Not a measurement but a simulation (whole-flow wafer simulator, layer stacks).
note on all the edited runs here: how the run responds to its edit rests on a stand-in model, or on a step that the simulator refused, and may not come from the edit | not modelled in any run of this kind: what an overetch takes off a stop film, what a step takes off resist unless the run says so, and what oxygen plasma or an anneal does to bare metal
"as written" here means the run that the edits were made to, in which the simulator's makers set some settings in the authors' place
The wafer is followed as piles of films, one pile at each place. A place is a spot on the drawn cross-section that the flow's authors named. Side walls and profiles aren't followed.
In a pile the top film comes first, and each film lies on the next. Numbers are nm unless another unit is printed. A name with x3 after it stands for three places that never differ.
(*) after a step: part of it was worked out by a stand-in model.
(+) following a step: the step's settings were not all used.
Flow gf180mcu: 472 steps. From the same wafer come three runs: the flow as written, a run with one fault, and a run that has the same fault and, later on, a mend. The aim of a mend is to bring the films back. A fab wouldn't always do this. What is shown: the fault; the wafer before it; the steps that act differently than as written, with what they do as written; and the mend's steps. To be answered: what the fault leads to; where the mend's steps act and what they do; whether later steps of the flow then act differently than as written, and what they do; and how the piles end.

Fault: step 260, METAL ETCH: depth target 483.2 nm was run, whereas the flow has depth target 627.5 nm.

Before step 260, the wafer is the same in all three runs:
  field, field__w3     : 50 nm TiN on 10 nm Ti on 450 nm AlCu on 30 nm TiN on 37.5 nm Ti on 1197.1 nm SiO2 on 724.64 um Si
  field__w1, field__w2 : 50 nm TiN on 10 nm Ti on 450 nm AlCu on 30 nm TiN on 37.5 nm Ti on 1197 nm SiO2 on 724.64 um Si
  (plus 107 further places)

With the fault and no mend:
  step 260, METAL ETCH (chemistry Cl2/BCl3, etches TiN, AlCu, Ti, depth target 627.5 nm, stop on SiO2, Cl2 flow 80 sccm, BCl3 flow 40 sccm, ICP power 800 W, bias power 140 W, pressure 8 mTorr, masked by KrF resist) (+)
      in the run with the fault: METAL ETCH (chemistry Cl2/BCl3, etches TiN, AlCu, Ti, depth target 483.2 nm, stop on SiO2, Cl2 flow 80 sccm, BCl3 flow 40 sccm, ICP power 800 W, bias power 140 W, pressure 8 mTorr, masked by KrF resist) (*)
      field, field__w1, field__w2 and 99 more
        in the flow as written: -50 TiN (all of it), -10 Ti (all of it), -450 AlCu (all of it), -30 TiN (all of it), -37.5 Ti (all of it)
        in the run with the fault: -50 TiN (all of it), -10 Ti (all of it), -423.2 AlCu
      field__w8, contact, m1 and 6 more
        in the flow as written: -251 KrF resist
        in the run with the fault: -193.3 KrF resist
  Steps later in the flow that act otherwise than as written:
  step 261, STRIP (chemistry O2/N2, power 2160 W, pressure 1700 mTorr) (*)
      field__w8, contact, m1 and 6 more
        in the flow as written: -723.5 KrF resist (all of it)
        in the run with the fault: -781.2 KrF resist (all of it)
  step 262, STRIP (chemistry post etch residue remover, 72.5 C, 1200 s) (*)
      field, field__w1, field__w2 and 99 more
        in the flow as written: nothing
        in the run with the fault: -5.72 AlCu
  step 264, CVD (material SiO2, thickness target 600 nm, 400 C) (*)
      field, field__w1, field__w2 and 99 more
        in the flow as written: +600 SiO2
        in the run with the fault: +600 SiO2 (new film)
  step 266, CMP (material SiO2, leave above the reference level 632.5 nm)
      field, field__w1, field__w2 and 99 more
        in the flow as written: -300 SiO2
        in the run with the fault: -388.6 SiO2
  At field, field__w1, field__w2 and 100 more, the piles at the end differ from the flow's by more than 2% or 0.5 nm, whichever is larger.
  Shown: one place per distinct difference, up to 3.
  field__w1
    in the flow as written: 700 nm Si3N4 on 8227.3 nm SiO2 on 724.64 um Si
    in the run with the fault: 700 nm Si3N4 on 6941.7 nm SiO2 on 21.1 nm AlCu on 30 nm TiN on 37.5 nm Ti on 1197 nm SiO2 on 724.64 um Si
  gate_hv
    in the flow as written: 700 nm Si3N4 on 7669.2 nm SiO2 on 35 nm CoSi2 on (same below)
    in the run with the fault: 700 nm Si3N4 on 6941.7 nm SiO2 on 21.1 nm AlCu on 30 nm TiN on 37.5 nm Ti on 638.9 nm SiO2 on 35 nm CoSi2 on (same below)
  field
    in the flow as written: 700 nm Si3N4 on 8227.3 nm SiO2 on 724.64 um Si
    in the run with the fault: 700 nm Si3N4 on 6941.7 nm SiO2 on 21.1 nm AlCu on 30 nm TiN on 37.5 nm Ti on 1197.1 nm SiO2 on 724.64 um Si

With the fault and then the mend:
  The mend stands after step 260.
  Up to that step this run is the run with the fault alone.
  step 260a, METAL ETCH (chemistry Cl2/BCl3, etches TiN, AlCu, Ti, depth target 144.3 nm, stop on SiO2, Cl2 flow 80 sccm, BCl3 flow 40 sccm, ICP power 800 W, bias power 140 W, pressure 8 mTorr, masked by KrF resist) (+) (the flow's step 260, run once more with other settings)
      field, field__w1, field__w2 and 99 more
        -26.8 AlCu (all of it), -30 TiN (all of it), -37.5 Ti (all of it)
      field__w8, contact, m1 and 6 more
        -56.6 KrF resist
  None of the later steps of the flow differs from how it acts as written, at any place that is followed, by more than 2% or 0.5 nm, whichever is larger.
  By the end, the piles equal the flow's at every place that both follow.
